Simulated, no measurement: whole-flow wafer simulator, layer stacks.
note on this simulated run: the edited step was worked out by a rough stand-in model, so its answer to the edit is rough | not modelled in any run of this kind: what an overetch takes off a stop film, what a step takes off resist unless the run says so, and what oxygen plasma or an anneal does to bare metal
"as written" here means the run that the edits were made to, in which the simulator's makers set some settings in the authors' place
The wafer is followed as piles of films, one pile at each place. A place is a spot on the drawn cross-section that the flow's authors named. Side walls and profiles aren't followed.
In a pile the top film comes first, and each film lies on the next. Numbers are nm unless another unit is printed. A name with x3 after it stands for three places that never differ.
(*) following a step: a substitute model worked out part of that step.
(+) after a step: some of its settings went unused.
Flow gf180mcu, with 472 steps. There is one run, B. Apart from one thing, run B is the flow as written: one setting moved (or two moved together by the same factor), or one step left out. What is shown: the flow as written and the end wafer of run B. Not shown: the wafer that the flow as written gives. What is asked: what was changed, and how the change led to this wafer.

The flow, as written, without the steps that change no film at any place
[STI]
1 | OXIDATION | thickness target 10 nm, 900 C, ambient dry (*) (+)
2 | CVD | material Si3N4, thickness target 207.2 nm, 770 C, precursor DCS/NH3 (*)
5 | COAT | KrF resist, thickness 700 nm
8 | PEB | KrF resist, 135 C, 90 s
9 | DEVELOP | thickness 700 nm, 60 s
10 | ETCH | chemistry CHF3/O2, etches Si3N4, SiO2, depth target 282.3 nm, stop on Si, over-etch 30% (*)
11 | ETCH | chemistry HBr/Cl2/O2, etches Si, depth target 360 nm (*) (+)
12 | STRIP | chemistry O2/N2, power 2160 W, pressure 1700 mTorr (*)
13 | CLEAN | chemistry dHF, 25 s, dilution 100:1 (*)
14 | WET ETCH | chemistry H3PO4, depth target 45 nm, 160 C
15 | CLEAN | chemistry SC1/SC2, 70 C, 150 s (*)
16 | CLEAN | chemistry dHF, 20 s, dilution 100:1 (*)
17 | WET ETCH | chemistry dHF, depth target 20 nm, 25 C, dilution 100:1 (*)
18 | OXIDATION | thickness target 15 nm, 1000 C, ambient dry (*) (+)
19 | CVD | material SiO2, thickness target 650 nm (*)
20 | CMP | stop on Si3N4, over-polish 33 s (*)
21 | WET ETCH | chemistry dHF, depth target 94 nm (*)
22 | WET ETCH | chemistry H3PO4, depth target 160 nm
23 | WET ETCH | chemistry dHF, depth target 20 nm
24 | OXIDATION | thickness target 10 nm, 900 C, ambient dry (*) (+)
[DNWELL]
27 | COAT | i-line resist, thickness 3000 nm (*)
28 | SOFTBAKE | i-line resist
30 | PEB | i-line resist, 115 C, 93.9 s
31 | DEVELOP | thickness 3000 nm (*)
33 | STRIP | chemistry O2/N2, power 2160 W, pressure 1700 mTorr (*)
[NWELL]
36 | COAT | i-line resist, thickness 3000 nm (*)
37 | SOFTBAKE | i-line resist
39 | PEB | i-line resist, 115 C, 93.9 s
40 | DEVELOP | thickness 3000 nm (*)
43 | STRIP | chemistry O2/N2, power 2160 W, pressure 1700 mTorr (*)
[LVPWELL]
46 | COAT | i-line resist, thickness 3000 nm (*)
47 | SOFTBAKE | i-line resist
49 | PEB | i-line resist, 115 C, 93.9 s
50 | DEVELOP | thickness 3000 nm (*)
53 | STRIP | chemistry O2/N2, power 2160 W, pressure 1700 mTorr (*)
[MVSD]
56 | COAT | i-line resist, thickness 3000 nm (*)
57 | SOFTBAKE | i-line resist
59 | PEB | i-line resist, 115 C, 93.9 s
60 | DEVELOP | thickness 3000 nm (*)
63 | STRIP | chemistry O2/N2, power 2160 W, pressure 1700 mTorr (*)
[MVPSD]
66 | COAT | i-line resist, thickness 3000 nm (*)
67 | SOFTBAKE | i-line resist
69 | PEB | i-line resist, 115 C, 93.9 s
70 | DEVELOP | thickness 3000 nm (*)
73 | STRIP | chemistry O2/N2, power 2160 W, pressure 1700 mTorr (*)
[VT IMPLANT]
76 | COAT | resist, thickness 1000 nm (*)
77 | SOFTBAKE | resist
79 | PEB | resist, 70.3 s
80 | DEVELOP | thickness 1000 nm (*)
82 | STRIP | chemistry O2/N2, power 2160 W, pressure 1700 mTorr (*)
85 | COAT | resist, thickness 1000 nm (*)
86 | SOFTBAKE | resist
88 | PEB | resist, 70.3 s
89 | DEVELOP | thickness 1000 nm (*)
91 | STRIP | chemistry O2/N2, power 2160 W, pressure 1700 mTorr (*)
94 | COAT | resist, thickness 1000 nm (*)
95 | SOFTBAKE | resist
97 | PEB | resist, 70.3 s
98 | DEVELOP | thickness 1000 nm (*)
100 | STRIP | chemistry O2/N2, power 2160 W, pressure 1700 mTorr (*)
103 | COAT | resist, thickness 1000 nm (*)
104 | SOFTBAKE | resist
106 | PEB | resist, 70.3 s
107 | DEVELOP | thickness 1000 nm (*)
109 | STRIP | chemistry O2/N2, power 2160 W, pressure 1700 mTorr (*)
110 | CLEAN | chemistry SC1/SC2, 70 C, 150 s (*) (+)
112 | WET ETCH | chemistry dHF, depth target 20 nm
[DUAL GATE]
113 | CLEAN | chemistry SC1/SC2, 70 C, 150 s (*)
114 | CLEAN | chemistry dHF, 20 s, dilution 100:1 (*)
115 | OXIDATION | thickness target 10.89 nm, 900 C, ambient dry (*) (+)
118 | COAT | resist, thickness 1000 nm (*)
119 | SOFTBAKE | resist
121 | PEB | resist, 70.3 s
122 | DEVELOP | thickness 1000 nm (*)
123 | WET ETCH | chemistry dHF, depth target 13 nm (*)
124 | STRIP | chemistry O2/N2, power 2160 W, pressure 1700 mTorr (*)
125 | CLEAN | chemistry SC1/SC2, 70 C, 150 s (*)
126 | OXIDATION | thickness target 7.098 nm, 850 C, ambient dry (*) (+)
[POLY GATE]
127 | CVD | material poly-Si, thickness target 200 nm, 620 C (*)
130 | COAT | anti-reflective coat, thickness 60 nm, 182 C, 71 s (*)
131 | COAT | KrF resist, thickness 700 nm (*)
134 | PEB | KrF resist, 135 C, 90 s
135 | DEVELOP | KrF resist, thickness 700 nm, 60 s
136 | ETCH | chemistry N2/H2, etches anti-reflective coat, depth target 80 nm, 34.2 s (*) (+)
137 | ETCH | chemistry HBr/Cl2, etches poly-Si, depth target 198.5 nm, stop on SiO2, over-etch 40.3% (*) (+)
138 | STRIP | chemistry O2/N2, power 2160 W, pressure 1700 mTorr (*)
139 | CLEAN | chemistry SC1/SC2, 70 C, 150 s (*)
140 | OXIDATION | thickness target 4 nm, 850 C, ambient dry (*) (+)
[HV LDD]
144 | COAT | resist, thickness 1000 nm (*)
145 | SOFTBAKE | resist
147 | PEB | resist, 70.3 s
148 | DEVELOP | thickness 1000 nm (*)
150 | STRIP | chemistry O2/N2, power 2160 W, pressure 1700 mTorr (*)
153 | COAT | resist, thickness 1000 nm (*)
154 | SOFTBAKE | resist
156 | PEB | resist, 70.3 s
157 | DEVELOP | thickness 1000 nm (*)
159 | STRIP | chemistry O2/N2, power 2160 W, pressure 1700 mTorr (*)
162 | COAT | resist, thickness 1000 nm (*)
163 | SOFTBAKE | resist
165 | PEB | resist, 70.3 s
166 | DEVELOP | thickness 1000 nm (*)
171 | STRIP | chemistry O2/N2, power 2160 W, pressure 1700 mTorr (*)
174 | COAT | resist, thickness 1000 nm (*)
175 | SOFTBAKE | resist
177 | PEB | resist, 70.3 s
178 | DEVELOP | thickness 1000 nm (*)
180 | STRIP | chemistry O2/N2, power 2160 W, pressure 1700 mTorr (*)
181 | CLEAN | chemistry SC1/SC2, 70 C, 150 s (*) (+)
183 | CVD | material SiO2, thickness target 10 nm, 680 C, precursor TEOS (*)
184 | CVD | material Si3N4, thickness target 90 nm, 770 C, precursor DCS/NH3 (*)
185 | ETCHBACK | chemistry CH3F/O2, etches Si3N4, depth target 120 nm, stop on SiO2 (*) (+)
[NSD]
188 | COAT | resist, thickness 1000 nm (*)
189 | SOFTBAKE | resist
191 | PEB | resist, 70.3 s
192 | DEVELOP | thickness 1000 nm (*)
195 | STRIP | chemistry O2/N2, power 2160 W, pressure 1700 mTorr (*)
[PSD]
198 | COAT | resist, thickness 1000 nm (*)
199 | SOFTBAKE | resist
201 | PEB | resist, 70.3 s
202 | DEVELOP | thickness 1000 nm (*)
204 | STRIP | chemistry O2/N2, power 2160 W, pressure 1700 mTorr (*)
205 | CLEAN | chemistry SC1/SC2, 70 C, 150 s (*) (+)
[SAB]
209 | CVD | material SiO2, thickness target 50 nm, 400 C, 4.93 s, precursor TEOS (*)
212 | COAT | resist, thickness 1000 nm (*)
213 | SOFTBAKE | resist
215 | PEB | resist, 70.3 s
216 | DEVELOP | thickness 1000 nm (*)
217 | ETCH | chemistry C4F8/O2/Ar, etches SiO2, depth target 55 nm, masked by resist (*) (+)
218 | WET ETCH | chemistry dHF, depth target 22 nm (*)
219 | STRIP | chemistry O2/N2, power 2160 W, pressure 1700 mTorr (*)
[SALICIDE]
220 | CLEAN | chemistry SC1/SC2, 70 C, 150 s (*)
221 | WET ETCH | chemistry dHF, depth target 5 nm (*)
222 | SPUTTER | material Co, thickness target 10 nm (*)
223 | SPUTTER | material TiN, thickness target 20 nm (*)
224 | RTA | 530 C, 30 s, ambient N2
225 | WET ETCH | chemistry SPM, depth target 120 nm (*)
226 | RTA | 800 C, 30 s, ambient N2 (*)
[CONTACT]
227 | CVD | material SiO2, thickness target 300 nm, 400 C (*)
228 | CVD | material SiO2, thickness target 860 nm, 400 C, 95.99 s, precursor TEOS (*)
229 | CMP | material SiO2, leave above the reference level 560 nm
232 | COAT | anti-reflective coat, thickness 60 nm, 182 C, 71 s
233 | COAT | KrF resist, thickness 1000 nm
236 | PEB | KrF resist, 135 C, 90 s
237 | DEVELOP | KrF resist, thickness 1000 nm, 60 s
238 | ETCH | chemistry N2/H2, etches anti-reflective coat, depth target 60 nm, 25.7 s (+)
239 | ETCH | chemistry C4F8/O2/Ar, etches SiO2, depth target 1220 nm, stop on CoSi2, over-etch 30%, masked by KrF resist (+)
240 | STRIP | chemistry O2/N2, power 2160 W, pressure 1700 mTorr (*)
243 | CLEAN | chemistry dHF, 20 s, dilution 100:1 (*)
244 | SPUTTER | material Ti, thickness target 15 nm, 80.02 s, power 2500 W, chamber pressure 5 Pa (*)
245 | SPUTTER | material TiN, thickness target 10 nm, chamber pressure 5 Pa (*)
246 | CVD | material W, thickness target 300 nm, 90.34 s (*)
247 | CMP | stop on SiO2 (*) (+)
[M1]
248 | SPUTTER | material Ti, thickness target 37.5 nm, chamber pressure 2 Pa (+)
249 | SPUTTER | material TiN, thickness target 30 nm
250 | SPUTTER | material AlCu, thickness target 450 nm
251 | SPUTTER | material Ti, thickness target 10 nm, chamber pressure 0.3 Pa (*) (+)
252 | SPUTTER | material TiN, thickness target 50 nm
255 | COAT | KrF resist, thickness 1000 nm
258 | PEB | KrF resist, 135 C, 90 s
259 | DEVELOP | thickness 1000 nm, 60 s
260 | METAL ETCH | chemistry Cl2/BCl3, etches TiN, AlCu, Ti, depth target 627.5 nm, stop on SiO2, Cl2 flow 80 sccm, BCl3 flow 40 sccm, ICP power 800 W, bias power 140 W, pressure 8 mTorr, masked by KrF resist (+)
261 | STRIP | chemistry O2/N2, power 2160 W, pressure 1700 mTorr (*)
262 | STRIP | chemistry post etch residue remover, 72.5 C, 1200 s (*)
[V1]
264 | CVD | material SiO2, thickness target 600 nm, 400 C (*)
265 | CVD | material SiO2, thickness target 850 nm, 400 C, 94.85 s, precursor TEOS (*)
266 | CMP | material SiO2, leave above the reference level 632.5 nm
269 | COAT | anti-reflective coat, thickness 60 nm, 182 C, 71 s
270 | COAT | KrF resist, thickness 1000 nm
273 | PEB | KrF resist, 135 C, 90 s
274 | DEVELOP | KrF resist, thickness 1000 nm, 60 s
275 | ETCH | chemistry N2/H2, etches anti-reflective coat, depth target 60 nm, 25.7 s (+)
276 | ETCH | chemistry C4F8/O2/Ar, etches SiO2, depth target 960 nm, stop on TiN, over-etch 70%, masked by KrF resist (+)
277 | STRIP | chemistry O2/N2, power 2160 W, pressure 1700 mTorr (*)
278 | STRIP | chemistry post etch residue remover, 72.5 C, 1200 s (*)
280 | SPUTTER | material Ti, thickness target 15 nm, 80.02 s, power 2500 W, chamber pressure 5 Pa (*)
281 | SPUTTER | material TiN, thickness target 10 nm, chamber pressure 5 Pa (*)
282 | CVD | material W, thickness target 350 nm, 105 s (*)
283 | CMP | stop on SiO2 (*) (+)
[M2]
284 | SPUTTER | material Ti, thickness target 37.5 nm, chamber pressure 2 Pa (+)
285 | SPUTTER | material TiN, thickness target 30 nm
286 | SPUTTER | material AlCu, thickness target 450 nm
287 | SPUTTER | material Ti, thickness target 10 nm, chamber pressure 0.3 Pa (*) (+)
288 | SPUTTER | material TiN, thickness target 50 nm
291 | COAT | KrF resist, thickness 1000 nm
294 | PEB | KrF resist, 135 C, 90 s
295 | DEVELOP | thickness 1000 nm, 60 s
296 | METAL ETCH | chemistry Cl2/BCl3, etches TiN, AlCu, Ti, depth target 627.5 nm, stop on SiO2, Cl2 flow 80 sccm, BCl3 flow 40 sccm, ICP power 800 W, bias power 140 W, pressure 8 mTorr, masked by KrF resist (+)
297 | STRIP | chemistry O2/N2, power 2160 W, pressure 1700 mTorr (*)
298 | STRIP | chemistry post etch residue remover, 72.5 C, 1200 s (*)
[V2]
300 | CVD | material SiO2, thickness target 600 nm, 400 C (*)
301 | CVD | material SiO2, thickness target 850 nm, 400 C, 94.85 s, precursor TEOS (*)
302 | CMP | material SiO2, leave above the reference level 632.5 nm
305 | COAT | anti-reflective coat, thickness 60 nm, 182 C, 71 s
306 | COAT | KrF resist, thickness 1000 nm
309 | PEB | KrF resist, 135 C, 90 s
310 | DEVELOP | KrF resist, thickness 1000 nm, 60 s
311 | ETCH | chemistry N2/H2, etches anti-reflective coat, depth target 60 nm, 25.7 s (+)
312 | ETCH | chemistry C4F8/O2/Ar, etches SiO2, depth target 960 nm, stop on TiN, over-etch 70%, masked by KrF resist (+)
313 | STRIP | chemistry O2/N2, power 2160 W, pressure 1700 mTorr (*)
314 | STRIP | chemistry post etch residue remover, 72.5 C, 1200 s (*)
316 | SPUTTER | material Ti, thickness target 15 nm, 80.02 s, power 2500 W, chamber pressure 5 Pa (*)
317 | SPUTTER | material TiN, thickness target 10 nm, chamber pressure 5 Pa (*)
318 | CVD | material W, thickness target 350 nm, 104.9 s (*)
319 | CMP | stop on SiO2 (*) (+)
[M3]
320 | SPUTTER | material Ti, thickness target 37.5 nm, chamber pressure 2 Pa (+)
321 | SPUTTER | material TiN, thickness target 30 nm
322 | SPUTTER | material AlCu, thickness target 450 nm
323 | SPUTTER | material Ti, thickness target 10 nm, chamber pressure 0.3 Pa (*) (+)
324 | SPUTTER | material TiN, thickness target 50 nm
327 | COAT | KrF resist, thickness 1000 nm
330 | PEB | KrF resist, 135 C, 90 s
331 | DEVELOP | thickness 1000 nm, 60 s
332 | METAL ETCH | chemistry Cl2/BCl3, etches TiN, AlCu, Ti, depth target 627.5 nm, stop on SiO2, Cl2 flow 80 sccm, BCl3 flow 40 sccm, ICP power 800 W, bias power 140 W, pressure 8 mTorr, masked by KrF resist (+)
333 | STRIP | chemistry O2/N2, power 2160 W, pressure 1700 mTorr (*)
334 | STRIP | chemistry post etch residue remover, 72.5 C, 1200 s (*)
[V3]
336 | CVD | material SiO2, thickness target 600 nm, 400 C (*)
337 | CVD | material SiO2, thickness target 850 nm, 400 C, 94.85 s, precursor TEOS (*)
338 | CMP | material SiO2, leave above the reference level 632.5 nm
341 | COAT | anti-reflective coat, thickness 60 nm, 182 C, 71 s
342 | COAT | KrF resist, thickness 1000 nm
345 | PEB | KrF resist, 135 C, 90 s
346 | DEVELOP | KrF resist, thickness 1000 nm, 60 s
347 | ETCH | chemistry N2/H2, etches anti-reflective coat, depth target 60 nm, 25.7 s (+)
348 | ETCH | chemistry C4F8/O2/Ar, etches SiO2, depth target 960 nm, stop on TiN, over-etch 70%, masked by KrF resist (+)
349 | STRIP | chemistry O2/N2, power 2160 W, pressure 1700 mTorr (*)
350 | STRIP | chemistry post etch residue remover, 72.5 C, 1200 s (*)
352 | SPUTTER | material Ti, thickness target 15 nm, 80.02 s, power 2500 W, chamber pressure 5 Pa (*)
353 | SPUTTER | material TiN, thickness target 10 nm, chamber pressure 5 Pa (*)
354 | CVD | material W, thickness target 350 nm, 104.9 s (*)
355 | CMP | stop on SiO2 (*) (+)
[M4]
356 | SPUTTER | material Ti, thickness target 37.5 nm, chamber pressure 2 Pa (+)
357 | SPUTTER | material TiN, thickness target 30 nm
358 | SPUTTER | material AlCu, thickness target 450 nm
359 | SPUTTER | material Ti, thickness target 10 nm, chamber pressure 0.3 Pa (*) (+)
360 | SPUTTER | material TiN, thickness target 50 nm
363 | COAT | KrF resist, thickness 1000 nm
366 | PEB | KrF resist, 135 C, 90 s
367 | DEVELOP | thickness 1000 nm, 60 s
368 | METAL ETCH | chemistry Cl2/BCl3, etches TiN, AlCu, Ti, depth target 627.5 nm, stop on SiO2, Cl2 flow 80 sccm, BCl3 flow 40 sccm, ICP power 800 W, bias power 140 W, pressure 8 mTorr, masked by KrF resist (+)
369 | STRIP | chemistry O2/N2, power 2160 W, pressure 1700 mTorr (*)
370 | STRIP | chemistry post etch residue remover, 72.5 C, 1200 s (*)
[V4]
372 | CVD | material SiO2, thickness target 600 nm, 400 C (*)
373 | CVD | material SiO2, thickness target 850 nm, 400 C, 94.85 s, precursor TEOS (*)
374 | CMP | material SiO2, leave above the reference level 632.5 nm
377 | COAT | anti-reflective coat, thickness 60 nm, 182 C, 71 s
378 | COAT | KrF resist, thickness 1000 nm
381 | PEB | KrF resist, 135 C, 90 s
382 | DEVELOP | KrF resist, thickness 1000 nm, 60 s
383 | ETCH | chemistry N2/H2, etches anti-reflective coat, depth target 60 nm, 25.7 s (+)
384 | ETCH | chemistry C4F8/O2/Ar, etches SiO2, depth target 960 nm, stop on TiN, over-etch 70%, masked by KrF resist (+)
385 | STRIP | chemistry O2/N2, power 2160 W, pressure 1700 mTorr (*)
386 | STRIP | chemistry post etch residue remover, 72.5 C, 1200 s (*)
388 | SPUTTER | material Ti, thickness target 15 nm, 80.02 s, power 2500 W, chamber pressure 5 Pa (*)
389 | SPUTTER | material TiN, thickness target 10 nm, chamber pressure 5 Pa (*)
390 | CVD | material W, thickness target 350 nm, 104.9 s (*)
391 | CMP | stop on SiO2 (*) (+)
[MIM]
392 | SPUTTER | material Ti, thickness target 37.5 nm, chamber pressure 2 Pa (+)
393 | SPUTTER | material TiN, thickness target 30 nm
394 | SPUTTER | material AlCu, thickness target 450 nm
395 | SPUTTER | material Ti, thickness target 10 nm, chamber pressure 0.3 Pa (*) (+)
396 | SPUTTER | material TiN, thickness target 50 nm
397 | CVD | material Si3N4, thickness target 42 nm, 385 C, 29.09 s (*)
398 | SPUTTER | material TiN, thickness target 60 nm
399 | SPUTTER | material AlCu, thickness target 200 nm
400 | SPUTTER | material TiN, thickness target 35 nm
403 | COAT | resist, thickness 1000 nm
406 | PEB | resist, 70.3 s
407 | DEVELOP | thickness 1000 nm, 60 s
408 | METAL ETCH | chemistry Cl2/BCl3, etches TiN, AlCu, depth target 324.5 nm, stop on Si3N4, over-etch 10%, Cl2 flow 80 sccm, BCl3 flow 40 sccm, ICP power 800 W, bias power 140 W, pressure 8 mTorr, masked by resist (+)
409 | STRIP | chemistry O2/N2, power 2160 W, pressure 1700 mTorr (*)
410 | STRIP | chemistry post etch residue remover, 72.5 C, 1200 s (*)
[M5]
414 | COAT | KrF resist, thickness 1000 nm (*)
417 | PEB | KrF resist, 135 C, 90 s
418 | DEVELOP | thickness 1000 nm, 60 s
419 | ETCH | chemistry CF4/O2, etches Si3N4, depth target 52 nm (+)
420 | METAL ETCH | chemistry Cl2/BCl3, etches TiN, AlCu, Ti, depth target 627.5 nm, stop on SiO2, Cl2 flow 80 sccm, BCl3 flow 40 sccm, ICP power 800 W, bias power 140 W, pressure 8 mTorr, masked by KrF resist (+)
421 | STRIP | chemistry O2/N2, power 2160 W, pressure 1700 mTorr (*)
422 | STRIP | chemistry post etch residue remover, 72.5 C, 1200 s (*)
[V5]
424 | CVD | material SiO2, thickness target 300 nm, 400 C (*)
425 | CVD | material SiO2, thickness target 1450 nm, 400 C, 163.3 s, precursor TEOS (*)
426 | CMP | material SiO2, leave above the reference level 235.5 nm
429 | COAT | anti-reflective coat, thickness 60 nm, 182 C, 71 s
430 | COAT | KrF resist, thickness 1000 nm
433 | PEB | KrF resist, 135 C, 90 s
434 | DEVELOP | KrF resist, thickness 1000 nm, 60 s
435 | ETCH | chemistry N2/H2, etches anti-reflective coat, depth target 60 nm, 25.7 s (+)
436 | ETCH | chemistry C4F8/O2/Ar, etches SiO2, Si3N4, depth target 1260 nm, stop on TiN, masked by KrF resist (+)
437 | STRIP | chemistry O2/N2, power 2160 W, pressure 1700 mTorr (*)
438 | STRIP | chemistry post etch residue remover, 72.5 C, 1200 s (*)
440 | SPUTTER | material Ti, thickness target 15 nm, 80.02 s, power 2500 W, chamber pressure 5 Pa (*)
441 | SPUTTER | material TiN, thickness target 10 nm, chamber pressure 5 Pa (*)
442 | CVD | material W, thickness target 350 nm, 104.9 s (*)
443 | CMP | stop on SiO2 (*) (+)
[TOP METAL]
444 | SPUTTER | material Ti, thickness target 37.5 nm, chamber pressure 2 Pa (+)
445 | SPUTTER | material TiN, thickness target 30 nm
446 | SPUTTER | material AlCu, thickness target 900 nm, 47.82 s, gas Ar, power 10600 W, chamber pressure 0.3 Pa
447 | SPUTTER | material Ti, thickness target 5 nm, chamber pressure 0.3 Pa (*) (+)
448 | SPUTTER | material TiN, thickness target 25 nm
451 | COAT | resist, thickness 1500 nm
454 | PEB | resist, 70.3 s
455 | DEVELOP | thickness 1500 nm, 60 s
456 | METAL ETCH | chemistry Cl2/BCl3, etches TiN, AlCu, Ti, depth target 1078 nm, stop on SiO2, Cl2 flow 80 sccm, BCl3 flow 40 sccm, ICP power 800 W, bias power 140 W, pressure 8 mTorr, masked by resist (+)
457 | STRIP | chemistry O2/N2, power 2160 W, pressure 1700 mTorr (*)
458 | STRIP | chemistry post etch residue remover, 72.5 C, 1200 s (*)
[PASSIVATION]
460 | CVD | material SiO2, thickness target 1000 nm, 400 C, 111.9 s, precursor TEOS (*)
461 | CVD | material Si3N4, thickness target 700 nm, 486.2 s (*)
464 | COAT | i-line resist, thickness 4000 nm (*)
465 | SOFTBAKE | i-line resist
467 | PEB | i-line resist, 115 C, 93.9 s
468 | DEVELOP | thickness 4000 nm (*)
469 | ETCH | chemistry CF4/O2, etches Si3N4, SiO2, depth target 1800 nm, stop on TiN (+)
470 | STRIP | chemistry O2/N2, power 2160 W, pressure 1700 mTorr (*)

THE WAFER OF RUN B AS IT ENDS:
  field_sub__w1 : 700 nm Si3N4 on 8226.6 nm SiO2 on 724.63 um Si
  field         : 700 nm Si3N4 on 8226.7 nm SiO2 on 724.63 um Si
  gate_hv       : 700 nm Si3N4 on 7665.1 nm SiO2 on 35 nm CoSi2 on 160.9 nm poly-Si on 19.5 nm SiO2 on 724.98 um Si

The reason: step 115, OXIDATION: thickness target 16.6 nm was run, while the flow as written has thickness target 10.89 nm.

The path from the change to this, step by step:
  115 | OXIDATION | thickness target 10.89 nm, 900 C, ambient dry (*) (+)
      active, n_well, p_well and 40 more: SiO2 gains 16.6 (new film), Si loses 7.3 (it would be, as written: SiO2 gains 10.9 (new film), Si loses 4.79)
      sti, mim_1p0, pad and 21 more: SiO2 gains 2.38, Si loses 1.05 (it would be, as written: SiO2 gains 1.22, Si loses 0.54)
      (and at 25 other places as well)
  123 | WET ETCH | chemistry dHF, depth target 13 nm (*)
      active, n_well, p_well and 12 more: SiO2 loses 13 (it would be, as written: SiO2 loses 10.9 (all of it))
  124 | STRIP | chemistry O2/N2, power 2160 W, pressure 1700 mTorr (*)
      active, n_well, p_well and 12 more: nothing (it would be, as written: chemical SiO2 gains 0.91 (new film), Si loses 0.4)
  126 | OXIDATION | thickness target 7.098 nm, 850 C, ambient dry (*) (+)
      active, n_well, p_well and 12 more: SiO2 gains 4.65, Si loses 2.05 (it would be, as written: SiO2 gains 7.1 (new film), chemical SiO2 loses 0.76 (all of it), Si loses 2.79)
      gate_hv, active_hv, active_nat and 25 more: SiO2 gains 3.21, Si loses 1.41 (it would be, as written: SiO2 gains 3.72, Si loses 1.64)
  130 | COAT | anti-reflective coat, thickness 60 nm, 182 C, 71 s (*)
      p_well, spacer, sd_n: anti-reflective coat gains 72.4 (new film) (it would be, as written: anti-reflective coat gains 70.9 (new film))
      field__w6: anti-reflective coat gains 56.6 (new film) (it would be, as written: anti-reflective coat gains 55.2 (new film))
      (and at 12 other places as well)
  136 | ETCH | chemistry N2/H2, etches anti-reflective coat, depth target 80 nm, 34.2 s (*) (+)
      p_well, spacer, sd_n: anti-reflective coat loses 72.4 (all of it), poly-Si loses 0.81 (it would be, as written: anti-reflective coat loses 70.9 (all of it), poly-Si loses 0.85)
      field__w6: anti-reflective coat loses 56.6 (all of it), poly-Si loses 1.22 (it would be, as written: anti-reflective coat loses 55.2 (all of it), poly-Si loses 1.25)
      (and at 7 other places as well)
  138 | STRIP | chemistry O2/N2, power 2160 W, pressure 1700 mTorr (*)
      ld_fp_n: chemical SiO2 gains 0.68 (new film), KrF resist loses 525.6 (all of it), anti-reflective coat loses 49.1 (all of it), poly-Si loses 0.3 (it would be, as written: chemical SiO2 gains 0.68 (new film), KrF resist loses 525.6 (all of it), anti-reflective coat loses 48.1 (all of it), poly-Si loses 0.3)
      ld_fp_p: chemical SiO2 gains 0.68 (new film), KrF resist loses 525.9 (all of it), anti-reflective coat loses 49.1 (all of it), poly-Si loses 0.3 (it would be, as written: chemical SiO2 gains 0.68 (new film), KrF resist loses 526.2 (all of it), anti-reflective coat loses 47.8 (all of it), poly-Si loses 0.3)
      (and at 3 other places as well)
  189 | SOFTBAKE | resist
      field__w9: resist loses 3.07 (it would be, as written: resist gains 6.92)
      active_nat: resist gains 9.32 (it would be, as written: resist gains 5.49)
  199 | SOFTBAKE | resist
      field__w9: resist loses 3.07 (it would be, as written: resist gains 6.92)
      active_nat: resist gains 9.32 (it would be, as written: resist gains 5.49)
  218 | WET ETCH | chemistry dHF, depth target 22 nm (*)
      active, p_well, sd_n, iso_ptap_pw, iso_ntap_nw, iso_ptap_sub, vpnp_e: SiO2 loses 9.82 (all of it) (it would be, as written: SiO2 loses 9.01 (all of it))
      ldn_tap, ldn_src, ldn_drn, ldp_tap, ldp_src, ldp_drn, ldp_gr: SiO2 loses 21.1 (all of it) (it would be, as written: SiO2 loses 16 (all of it))
      (and at 9 other places as well)
